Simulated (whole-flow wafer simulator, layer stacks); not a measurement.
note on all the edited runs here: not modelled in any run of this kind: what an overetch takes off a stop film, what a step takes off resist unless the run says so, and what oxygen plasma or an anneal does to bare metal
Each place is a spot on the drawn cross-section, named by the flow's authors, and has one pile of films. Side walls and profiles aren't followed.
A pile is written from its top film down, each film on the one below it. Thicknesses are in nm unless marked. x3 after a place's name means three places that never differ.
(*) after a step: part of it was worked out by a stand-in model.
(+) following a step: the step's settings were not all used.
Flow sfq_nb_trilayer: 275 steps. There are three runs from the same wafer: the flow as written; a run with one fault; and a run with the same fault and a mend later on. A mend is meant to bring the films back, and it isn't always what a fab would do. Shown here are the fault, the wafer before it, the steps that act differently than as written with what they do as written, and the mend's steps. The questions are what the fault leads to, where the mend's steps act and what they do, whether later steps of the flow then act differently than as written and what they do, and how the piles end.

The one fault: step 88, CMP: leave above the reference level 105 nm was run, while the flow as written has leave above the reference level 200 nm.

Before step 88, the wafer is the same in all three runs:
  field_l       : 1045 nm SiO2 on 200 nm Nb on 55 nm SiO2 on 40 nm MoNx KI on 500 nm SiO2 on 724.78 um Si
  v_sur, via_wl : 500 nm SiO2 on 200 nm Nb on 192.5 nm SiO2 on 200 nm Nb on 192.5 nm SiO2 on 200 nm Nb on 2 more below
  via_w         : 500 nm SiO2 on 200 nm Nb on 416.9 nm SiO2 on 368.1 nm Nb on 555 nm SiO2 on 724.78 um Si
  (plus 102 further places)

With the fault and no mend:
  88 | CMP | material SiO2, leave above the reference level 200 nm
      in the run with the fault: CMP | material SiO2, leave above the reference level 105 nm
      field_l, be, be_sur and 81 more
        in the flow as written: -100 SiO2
        in the run with the fault: -195 SiO2
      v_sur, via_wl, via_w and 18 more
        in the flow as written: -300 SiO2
        in the run with the fault: -395 SiO2
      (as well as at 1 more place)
  Steps further on in the flow that do not act as written (not shown: 4 more steps that differ only slightly, by at most 2% or 0.5 nm, whichever is larger):
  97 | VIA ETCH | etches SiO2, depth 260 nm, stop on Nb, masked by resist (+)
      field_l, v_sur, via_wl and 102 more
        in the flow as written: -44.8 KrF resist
        in the run with the fault: -27.1 KrF resist
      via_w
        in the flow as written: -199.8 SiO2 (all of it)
        in the run with the fault: -104.8 SiO2 (all of it)
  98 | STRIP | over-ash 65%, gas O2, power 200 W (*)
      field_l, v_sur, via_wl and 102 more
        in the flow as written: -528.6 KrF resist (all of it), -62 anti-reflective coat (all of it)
        in the run with the fault: -546.3 KrF resist (all of it), -62 anti-reflective coat (all of it)
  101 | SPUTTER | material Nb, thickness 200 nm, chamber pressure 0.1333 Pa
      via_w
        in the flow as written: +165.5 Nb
        in the run with the fault: +186.7 Nb
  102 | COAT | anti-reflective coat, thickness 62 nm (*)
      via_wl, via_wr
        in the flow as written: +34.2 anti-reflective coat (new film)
        in the run with the fault: +32.9 anti-reflective coat (new film)
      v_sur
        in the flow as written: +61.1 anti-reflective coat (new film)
        in the run with the fault: +56.9 anti-reflective coat (new film)
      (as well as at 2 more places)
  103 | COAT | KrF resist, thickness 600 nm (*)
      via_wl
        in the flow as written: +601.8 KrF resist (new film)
        in the run with the fault: +614.4 KrF resist (new film)
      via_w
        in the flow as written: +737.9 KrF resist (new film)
        in the run with the fault: +654.1 KrF resist (new film)
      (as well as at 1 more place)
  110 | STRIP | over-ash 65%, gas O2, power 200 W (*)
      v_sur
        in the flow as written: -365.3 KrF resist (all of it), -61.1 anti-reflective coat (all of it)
        in the run with the fault: -376.8 KrF resist (all of it), -56.9 anti-reflective coat (all of it)
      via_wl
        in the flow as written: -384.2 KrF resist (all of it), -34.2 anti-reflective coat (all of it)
        in the run with the fault: -396.8 KrF resist (all of it), -32.9 anti-reflective coat (all of it)
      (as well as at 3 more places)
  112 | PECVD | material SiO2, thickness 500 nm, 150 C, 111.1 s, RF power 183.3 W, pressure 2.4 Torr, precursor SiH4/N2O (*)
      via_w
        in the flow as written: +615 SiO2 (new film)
        in the run with the fault: +500 SiO2 (new film)
  By the end, the piles at field_l, v_sur, via_wl and 103 more depart from the flow's by more than 2% or 0.5 nm, whichever is larger.
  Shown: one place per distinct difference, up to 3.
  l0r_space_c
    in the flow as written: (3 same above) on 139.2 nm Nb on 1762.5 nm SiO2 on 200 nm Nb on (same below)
    in the run with the fault: (3 same above) on 139.2 nm Nb on 1667.5 nm SiO2 on 200 nm Nb on (same below)
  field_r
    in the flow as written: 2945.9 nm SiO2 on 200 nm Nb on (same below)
    in the run with the fault: 2850.9 nm SiO2 on 200 nm Nb on (same below)
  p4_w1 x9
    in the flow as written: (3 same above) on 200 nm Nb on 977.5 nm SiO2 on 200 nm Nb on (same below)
    in the run with the fault: (3 same above) on 200 nm Nb on 882.5 nm SiO2 on 200 nm Nb on (same below)

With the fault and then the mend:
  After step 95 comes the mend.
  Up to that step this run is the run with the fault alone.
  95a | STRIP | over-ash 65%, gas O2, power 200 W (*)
      field_l, v_sur, via_wl and 102 more
        -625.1 KrF resist (all of it), -62 anti-reflective coat (all of it)
      via_w
        -62 anti-reflective coat (all of it)
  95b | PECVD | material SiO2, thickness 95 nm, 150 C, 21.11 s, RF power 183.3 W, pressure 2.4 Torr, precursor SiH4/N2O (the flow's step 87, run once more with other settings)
      field_l, v_sur, via_wl and 103 more
        +95 SiO2
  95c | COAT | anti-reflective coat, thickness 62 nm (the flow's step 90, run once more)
      field_l, v_sur, via_wl and 103 more
        +62 anti-reflective coat (new film)
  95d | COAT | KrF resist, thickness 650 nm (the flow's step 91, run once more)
      field_l, v_sur, via_wl and 103 more
        +650 KrF resist (new film)
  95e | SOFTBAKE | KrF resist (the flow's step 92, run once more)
      leaves every film unchanged at each place that is followed
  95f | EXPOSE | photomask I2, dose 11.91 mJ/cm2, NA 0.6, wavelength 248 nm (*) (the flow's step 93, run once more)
      leaves every film unchanged at each place that is followed
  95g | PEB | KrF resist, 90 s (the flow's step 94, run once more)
      field_l, v_sur, via_wl and 103 more
        -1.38 KrF resist
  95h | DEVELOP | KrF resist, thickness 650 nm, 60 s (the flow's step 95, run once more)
      field_l, v_sur, via_wl and 102 more
        -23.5 KrF resist
      via_w
        -648.6 KrF resist (all of it)
  Every later step of the flow that is run acts as written at every place that is followed.
  The piles end the same as the flow's at every place that both follow.
